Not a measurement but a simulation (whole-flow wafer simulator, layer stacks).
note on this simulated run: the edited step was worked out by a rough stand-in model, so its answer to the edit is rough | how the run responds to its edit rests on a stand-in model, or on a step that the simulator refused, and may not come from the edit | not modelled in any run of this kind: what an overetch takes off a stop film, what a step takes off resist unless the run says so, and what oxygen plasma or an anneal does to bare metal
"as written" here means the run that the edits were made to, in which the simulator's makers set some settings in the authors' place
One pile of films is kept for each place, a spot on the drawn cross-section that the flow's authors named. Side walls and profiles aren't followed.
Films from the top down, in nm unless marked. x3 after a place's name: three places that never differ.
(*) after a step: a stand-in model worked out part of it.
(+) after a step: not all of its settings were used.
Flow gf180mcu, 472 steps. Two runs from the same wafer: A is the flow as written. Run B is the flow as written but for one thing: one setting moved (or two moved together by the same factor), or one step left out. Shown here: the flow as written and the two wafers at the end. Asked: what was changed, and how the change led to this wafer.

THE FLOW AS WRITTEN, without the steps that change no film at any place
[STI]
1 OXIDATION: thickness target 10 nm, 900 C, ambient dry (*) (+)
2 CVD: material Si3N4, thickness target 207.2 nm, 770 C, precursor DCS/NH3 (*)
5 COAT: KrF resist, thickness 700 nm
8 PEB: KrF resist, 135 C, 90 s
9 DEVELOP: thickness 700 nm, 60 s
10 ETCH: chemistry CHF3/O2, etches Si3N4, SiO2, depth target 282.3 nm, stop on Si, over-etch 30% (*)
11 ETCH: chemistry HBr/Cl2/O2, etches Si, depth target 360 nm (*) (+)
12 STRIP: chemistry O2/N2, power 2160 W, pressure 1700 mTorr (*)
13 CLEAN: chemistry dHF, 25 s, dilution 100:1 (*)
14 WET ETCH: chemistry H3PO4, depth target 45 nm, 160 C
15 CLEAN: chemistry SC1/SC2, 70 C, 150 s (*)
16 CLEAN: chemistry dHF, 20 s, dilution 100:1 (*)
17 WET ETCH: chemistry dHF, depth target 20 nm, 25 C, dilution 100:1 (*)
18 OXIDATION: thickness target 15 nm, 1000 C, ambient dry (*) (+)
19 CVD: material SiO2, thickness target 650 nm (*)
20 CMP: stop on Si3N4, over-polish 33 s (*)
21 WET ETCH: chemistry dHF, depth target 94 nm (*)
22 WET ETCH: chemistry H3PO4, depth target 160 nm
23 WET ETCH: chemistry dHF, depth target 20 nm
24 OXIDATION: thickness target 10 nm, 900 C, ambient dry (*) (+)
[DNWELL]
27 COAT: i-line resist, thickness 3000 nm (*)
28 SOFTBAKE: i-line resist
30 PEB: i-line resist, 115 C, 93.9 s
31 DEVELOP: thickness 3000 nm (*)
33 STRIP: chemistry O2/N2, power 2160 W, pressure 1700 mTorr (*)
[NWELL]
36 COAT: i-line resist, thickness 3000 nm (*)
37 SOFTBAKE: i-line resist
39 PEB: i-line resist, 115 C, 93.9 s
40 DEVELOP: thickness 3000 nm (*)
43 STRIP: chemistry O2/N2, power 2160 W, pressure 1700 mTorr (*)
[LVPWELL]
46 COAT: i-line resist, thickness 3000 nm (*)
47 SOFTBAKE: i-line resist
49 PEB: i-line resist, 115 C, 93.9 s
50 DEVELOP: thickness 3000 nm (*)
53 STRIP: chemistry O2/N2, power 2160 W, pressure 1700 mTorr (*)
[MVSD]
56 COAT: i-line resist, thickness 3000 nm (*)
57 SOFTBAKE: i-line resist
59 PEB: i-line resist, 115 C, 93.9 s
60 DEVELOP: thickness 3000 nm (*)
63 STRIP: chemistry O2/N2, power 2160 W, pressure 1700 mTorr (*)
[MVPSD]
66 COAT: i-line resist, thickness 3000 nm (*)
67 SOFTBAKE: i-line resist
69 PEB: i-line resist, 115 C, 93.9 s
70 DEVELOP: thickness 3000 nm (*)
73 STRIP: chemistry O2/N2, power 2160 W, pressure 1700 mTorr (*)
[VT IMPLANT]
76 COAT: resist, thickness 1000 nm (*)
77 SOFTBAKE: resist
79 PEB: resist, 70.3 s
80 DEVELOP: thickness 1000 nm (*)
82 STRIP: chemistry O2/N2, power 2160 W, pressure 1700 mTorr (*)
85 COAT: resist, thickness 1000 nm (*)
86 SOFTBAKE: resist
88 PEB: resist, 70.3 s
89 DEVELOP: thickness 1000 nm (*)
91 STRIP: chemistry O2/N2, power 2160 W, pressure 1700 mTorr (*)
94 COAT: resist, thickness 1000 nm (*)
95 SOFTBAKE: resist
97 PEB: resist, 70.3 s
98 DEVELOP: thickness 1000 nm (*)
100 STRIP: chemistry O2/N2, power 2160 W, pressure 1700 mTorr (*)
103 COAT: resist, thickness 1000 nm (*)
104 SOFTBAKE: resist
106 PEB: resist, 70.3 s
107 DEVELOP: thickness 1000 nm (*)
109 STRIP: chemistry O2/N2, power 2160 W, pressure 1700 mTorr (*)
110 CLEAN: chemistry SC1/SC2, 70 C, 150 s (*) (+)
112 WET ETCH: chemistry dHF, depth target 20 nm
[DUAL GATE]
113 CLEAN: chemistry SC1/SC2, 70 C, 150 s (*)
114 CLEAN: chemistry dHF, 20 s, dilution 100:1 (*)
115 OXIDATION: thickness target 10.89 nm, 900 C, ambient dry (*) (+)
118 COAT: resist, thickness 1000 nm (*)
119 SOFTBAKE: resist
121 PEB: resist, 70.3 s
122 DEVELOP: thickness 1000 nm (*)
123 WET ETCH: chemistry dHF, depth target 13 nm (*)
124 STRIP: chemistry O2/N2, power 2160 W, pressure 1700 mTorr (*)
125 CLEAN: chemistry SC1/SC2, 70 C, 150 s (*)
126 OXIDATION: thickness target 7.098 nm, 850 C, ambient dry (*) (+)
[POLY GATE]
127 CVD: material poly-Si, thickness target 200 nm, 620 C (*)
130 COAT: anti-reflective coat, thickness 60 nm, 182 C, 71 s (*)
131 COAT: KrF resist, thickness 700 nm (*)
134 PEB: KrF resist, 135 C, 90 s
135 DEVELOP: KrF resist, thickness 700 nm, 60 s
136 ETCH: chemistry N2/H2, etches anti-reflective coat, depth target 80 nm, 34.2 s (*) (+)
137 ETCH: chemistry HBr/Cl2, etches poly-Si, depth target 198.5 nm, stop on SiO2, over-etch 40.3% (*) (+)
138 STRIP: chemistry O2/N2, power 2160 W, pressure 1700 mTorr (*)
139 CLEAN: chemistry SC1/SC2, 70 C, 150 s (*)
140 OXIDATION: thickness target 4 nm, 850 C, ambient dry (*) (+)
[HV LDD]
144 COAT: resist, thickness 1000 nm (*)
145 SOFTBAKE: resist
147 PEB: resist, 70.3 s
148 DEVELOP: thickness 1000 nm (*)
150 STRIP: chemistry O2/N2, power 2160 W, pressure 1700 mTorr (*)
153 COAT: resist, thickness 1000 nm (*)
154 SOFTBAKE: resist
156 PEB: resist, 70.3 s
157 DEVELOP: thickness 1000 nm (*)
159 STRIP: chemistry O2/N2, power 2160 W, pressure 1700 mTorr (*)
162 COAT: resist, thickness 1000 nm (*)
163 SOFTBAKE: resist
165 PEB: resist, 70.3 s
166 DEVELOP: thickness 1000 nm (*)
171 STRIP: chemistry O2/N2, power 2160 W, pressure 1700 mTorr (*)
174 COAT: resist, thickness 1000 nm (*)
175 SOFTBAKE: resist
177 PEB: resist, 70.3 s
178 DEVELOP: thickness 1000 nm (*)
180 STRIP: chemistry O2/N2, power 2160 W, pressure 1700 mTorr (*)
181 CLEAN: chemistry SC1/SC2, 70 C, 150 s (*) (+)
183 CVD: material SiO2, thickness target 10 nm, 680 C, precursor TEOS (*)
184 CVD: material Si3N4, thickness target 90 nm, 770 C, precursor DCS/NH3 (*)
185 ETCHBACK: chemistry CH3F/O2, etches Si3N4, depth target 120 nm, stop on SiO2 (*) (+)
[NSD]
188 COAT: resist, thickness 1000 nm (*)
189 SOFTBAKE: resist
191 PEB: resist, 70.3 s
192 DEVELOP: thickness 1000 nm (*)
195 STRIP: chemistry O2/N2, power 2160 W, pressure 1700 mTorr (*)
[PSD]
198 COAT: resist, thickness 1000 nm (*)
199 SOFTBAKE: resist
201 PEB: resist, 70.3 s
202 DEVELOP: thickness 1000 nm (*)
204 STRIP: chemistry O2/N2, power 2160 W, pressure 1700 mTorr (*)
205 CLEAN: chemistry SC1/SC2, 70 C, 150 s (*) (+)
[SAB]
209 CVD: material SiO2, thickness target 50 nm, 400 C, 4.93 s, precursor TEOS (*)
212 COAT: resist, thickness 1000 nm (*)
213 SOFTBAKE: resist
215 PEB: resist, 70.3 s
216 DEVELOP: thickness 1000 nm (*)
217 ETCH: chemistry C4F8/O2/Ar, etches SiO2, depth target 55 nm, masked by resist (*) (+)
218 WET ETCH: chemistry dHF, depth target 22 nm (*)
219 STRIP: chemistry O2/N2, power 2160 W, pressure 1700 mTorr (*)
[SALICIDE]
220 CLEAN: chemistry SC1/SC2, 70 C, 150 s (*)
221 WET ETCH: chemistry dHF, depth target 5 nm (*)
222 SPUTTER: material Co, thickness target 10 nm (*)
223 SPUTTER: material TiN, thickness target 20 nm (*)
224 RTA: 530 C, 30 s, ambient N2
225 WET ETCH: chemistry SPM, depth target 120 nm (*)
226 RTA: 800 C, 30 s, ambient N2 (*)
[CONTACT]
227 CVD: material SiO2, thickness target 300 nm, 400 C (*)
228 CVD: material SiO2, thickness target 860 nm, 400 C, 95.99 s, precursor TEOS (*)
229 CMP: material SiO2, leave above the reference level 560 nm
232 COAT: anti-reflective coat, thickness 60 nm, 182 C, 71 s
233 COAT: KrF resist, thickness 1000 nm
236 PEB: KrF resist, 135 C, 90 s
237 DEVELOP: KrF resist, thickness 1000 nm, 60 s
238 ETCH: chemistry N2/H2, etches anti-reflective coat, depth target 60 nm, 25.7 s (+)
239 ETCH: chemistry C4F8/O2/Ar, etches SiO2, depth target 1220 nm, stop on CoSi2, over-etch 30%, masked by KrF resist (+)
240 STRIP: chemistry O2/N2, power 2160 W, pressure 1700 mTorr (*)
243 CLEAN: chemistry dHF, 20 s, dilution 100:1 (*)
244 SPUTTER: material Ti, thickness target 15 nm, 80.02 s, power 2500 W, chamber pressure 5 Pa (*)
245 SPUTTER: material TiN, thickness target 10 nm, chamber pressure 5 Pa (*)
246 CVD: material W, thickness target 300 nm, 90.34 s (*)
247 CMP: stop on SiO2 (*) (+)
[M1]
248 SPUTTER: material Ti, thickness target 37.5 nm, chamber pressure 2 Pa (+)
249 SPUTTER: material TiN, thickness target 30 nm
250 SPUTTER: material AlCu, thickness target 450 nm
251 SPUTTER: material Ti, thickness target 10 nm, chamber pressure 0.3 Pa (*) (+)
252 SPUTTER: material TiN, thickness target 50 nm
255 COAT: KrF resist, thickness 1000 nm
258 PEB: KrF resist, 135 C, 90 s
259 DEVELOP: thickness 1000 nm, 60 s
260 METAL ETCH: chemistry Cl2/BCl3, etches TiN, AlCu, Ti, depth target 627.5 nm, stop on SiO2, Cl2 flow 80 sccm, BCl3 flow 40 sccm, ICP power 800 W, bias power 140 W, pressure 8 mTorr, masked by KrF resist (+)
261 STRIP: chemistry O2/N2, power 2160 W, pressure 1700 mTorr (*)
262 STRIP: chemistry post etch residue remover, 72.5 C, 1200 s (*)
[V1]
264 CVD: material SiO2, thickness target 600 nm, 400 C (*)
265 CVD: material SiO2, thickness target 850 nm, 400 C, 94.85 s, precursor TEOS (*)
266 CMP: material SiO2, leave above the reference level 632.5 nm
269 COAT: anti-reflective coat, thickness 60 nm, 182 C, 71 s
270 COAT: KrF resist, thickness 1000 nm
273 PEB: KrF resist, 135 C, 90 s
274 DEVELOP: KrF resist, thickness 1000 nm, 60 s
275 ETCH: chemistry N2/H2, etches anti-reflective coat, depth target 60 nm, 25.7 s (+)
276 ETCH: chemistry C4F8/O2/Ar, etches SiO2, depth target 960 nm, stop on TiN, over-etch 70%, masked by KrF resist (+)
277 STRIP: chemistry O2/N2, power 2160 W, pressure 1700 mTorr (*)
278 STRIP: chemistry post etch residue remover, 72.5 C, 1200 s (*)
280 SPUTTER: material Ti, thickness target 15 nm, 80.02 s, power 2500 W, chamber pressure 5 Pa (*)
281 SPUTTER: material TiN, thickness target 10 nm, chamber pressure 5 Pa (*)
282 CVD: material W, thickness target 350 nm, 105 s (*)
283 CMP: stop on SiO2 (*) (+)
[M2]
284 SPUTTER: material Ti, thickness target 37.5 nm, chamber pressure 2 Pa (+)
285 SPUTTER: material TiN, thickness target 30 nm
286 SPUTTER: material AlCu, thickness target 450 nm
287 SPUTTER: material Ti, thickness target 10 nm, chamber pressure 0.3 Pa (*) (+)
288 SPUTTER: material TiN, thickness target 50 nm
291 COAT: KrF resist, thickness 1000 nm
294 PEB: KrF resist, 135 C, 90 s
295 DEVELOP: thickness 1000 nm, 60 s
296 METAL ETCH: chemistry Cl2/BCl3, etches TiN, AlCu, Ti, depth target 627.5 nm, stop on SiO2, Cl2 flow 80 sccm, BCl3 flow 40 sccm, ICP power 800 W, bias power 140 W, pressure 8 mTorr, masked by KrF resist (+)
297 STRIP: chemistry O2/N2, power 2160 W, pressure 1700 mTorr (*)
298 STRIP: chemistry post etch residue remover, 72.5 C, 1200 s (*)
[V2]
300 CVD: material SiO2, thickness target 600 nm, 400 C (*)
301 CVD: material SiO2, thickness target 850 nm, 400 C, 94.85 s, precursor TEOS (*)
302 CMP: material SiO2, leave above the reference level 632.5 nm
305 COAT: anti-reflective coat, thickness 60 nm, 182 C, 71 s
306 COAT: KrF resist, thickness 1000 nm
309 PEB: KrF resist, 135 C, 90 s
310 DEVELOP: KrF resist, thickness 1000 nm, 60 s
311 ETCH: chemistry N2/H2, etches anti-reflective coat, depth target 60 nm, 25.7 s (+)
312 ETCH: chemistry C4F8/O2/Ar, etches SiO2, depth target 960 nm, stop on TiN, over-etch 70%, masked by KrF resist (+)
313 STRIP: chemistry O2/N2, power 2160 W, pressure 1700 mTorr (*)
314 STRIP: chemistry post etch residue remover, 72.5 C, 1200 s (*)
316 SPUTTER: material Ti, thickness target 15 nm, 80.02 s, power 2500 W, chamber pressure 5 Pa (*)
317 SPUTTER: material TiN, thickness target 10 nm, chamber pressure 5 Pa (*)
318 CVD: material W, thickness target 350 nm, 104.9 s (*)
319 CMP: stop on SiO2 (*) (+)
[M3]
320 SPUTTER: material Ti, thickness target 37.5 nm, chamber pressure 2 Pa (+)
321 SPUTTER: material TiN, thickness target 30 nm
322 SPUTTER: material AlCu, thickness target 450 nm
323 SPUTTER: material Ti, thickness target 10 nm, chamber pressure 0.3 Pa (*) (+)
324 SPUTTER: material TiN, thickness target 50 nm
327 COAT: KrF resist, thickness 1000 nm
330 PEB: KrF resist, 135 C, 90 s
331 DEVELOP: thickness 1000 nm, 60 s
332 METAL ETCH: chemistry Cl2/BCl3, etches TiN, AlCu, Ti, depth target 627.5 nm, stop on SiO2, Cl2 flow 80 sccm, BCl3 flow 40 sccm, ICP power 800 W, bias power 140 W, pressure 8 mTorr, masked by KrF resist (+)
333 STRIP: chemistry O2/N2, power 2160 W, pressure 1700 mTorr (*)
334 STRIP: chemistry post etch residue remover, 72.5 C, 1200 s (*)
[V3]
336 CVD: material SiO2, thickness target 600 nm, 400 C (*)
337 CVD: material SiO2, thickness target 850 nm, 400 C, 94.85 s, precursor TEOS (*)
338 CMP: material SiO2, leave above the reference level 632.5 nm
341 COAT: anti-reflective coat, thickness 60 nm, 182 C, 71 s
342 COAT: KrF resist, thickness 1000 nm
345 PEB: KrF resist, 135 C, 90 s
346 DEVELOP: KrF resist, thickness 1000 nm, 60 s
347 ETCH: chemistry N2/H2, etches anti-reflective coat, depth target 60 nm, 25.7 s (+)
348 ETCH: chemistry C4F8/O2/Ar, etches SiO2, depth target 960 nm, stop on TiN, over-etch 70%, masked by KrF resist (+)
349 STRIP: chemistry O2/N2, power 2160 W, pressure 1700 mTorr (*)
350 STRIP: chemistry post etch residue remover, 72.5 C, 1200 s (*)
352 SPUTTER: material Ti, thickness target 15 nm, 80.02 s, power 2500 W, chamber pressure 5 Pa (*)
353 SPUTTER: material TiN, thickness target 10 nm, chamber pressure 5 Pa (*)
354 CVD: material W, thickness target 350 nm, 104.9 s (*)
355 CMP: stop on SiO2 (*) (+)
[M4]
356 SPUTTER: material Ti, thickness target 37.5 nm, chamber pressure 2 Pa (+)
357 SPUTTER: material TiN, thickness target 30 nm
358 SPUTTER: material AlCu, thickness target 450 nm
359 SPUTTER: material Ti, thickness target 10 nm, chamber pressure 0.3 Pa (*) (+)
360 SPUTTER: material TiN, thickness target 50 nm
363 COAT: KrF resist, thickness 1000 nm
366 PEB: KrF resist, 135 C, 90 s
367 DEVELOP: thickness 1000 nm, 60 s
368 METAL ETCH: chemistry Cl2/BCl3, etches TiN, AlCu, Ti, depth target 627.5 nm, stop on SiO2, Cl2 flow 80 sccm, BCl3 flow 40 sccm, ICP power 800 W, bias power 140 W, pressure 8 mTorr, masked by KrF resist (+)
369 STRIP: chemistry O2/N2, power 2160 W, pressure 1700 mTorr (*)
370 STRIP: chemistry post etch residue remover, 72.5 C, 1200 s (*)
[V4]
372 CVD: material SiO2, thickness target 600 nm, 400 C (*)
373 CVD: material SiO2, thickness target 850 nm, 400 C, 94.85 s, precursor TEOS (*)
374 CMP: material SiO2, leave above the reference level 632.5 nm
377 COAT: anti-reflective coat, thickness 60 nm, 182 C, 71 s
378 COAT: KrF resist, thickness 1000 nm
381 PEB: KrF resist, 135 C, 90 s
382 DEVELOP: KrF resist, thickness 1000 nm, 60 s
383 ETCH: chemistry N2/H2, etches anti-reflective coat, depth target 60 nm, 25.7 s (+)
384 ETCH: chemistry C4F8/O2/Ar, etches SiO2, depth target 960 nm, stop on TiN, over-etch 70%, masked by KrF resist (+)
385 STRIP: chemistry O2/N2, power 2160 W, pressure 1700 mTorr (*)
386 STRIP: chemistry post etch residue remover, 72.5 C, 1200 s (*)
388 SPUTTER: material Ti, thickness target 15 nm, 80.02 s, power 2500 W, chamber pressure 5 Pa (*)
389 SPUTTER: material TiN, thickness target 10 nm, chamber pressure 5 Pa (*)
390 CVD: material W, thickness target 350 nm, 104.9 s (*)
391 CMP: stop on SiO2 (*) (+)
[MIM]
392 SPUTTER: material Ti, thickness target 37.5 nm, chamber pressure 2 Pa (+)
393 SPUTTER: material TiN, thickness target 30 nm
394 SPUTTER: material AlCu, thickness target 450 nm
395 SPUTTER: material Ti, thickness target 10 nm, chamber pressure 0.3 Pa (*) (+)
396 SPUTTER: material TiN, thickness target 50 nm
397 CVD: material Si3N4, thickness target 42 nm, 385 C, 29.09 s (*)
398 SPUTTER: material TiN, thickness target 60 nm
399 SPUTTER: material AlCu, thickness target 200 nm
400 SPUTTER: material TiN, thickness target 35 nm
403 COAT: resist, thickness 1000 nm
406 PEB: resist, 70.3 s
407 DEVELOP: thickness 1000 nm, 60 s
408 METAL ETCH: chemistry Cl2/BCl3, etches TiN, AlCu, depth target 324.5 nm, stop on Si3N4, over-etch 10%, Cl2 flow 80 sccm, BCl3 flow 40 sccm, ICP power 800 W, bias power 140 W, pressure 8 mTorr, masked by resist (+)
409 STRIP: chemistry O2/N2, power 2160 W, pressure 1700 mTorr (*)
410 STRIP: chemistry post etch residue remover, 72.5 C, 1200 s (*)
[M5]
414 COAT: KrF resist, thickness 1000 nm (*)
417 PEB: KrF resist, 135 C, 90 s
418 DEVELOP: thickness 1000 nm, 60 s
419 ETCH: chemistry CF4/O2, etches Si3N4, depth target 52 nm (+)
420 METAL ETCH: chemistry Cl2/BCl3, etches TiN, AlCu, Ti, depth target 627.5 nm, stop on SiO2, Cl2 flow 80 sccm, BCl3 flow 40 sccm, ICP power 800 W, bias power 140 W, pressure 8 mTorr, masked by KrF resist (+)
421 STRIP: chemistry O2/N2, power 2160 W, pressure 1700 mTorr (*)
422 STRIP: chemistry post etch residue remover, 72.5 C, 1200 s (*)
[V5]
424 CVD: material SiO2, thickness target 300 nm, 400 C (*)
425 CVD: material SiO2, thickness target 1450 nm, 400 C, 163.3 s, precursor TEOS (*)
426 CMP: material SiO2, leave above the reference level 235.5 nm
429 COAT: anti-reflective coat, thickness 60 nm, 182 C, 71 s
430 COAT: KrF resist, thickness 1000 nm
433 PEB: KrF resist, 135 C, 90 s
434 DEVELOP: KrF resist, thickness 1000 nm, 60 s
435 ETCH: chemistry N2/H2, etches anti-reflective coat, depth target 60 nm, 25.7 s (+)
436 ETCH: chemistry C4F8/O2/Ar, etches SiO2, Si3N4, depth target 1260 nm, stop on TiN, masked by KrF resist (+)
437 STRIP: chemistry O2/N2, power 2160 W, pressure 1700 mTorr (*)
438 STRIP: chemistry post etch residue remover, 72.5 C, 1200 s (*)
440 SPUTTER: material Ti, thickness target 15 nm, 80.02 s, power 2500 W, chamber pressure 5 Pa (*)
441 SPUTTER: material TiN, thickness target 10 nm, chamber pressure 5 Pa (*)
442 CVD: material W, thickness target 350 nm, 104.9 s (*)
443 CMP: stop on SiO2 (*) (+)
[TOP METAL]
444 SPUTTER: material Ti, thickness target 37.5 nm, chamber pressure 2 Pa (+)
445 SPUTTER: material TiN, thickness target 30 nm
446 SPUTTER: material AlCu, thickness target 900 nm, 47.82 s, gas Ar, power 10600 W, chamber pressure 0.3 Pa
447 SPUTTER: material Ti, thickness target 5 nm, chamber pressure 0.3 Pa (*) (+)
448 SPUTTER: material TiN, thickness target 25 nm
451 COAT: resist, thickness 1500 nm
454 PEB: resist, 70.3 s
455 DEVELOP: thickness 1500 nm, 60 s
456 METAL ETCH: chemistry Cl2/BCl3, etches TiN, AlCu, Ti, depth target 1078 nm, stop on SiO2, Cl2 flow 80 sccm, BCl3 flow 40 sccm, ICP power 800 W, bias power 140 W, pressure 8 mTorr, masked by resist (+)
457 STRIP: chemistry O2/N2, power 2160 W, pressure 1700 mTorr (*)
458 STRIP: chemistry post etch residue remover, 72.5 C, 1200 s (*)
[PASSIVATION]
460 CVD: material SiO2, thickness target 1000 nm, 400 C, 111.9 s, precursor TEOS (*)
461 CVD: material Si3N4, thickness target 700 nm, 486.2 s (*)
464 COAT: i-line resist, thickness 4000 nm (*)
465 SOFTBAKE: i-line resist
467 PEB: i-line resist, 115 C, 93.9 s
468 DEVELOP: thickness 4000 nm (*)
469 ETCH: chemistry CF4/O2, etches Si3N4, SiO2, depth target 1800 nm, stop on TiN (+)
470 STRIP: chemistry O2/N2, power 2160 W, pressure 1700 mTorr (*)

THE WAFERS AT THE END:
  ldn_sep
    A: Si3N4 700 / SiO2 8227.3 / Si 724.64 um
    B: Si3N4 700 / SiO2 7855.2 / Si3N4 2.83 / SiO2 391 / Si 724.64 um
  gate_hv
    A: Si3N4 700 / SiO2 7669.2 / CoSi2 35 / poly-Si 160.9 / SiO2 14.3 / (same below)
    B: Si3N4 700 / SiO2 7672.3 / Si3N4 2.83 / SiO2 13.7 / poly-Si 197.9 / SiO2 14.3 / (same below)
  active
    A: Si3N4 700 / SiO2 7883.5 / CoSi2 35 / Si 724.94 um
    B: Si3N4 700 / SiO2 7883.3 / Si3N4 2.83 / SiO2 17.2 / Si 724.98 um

The cause: step 184, CVD: thickness target 127 nm was run, where the flow has thickness target 90 nm.

How the change led to this, step by step:
  184 CVD: material Si3N4, thickness target 90 nm, 770 C, precursor DCS/NH3 (*)
      field, field__w1, field__w2 and 101 more: A Si3N4 +90 (new film) | B Si3N4 +127 (new film)
  185 ETCHBACK: chemistry CH3F/O2, etches Si3N4, depth target 120 nm, stop on SiO2 (*) (+)
      field, field__w1, field__w2 and 100 more: A Si3N4 -90 (all of it), SiO2 -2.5 | B Si3N4 -120
  188 COAT: resist, thickness 1000 nm (*)
      spacer: A resist +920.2 (new film) | B resist +893 (new film)
  189 SOFTBAKE: resist
      field__w9: A resist +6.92 | B resist -3.07
      field__w2: A resist +2.46 | B resist +1.95
      (and at 17 more places)
  192 DEVELOP: thickness 1000 nm (*)
      spacer: A resist -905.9 (all of it) | B resist -879.3 (all of it)
  198 COAT: resist, thickness 1000 nm (*)
      spacer: A resist +920.2 (new film) | B resist +893 (new film)
  199 SOFTBAKE: resist
      field__w9: A resist +6.92 | B resist -3.07
      field__w2: A resist +2.46 | B resist +1.95
      (and at 17 more places)
  204 STRIP: chemistry O2/N2, power 2160 W, pressure 1700 mTorr (*)
      spacer: A resist -905.9 (all of it) | B resist -879.3 (all of it)
  205 CLEAN: chemistry SC1/SC2, 70 C, 150 s (*) (+)
      field, field__w1, field__w2 and 105 more: A SiO2 -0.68 | B Si3N4 -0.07
  209 CVD: material SiO2, thickness target 50 nm, 400 C, 4.93 s, precursor TEOS (*)
      field, field__w7, field__w8 and 73 more: A SiO2 +50 | B SiO2 +50 (new film)
      field_sub__w1, field_sub__w3, field_sub__w4, field_sub__w5, ld_drift_n: A SiO2 +48.9 | B SiO2 +48.8 (new film)
      (and at 27 more places)
  212 COAT: resist, thickness 1000 nm (*)
      spacer: A resist +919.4 (new film) | B resist +892.5 (new film)
  213 SOFTBAKE: resist
      npoly_sal: A resist -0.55 | B resist +0.3
      field__w5: A resist +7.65 | B resist +8.48
      (and at 10 more places)
  216 DEVELOP: thickness 1000 nm (*)
      spacer: A resist -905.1 (all of it) | B resist -878.7 (all of it)
  217 ETCH: chemistry C4F8/O2/Ar, etches SiO2, depth target 55 nm, masked by resist (*) (+)
      field, field__w7, field__w8 and 70 more: A SiO2 -55 | B SiO2 -50 (all of it), Si3N4 -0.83
      field_sub__w1, field_sub__w3, field_sub__w4, field_sub__w5, ld_drift_n: A SiO2 -55 | B SiO2 -48.8 (all of it), Si3N4 -1.04
      (and at 21 more places)
  218 WET ETCH: chemistry dHF, depth target 22 nm (*)
      gate, gate_hv, gate_p and 23 more: A SiO2 -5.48 (all of it) | B Si3N4 -2.46
      field, field__w10, sti and 14 more: A SiO2 -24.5 | B Si3N4 -2.46
      (and at 56 more places)
  219 STRIP: chemistry O2/N2, power 2160 W, pressure 1700 mTorr (*)
      gate, gate_hv, gate_p and 23 more: A chemical SiO2 +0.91 (new film), poly-Si -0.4 | B nothing
      active, p_well, sd_n and 20 more: A chemical SiO2 +0.91 (new film), Si -0.4 | B nothing
  ... 14 more steps ...
  471 ANNEAL: 400 C, 1800 s, ambient N2/H2
      polyc_n, polyc_p: A nothing | B under 9 films: void +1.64 (new film), Ti -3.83, TiSi first +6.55 (new film), poly-Si -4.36
      contact: A nothing | B under 49 films: void +1.62 (new film), Ti -3.83, TiSi first +6.55 (new film), Si -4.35
Counting metal films that touch as one body, gate_hv has 0 bodies; the flow as written gives 1 body.
Counting metal films that touch as one body, active has 0 bodies; the flow as written gives 1 body.
